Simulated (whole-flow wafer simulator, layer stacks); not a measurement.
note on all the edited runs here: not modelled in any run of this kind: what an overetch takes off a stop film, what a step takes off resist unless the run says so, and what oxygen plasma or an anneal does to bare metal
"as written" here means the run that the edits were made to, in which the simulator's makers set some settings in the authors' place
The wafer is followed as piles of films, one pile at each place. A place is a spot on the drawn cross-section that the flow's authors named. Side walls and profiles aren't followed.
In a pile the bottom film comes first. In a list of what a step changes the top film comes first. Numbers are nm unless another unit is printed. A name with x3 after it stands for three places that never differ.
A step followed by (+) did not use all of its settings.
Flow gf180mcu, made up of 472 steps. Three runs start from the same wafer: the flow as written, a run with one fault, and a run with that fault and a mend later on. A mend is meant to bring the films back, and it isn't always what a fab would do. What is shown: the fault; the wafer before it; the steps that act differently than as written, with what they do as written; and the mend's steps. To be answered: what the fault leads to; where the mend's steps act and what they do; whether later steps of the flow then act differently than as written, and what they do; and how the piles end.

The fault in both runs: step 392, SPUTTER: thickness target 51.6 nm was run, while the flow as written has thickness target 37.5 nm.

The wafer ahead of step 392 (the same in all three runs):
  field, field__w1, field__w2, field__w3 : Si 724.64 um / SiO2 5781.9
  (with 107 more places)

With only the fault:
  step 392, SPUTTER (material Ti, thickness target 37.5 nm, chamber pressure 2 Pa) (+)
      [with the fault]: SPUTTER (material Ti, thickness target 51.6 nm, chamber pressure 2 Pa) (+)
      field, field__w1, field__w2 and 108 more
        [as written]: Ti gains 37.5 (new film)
        [with the fault]: Ti gains 51.6 (new film)
  Later steps of the flow acting differently than as written (1 more step, not shown, differs only slightly: by at most 2% or 0.5 nm, whichever is larger):
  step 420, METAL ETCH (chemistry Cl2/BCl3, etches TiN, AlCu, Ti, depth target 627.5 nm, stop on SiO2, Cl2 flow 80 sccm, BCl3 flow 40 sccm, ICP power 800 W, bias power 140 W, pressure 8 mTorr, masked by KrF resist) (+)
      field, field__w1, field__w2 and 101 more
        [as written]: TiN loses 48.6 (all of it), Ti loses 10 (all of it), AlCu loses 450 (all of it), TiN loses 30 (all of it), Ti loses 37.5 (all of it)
        [with the fault]: TiN loses 48.6 (all of it), Ti loses 10 (all of it), AlCu loses 450 (all of it), TiN loses 30 (all of it), Ti loses 51.6 (all of it)
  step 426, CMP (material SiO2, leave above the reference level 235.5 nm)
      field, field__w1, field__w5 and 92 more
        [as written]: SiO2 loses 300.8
        [with the fault]: SiO2 loses 286.7
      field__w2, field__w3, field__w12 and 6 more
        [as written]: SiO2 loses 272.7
        [with the fault]: SiO2 loses 257.9
  The piles end different from the flow's at field__w4, field__w8, contact, m1, m1__w1, mim, mim_1p0, m1_nw by more than 2% or 0.5 nm, whichever is larger.
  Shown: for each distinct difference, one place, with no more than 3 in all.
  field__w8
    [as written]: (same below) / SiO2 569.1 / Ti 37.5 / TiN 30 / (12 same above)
    [with the fault]: (same below) / SiO2 569.1 / Ti 51.6 / TiN 30 / (12 same above)
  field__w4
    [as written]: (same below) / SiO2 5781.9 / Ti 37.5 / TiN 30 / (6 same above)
    [with the fault]: (same below) / SiO2 5781.9 / Ti 51.6 / TiN 30 / (6 same above)
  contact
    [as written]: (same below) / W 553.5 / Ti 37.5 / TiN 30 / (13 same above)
    [with the fault]: (same below) / W 553.5 / Ti 51.6 / TiN 30 / (13 same above)

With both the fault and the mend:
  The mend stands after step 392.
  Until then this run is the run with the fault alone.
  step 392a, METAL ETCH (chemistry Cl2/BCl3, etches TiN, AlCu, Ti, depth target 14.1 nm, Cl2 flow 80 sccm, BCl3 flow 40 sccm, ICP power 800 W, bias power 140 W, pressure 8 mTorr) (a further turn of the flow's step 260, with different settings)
      field, field__w1, field__w2 and 108 more
        Ti loses 14.1
  Later steps of the flow that are run all act as written at every place that is followed.
  By the end, the piles equal the flow's at every place that both follow.
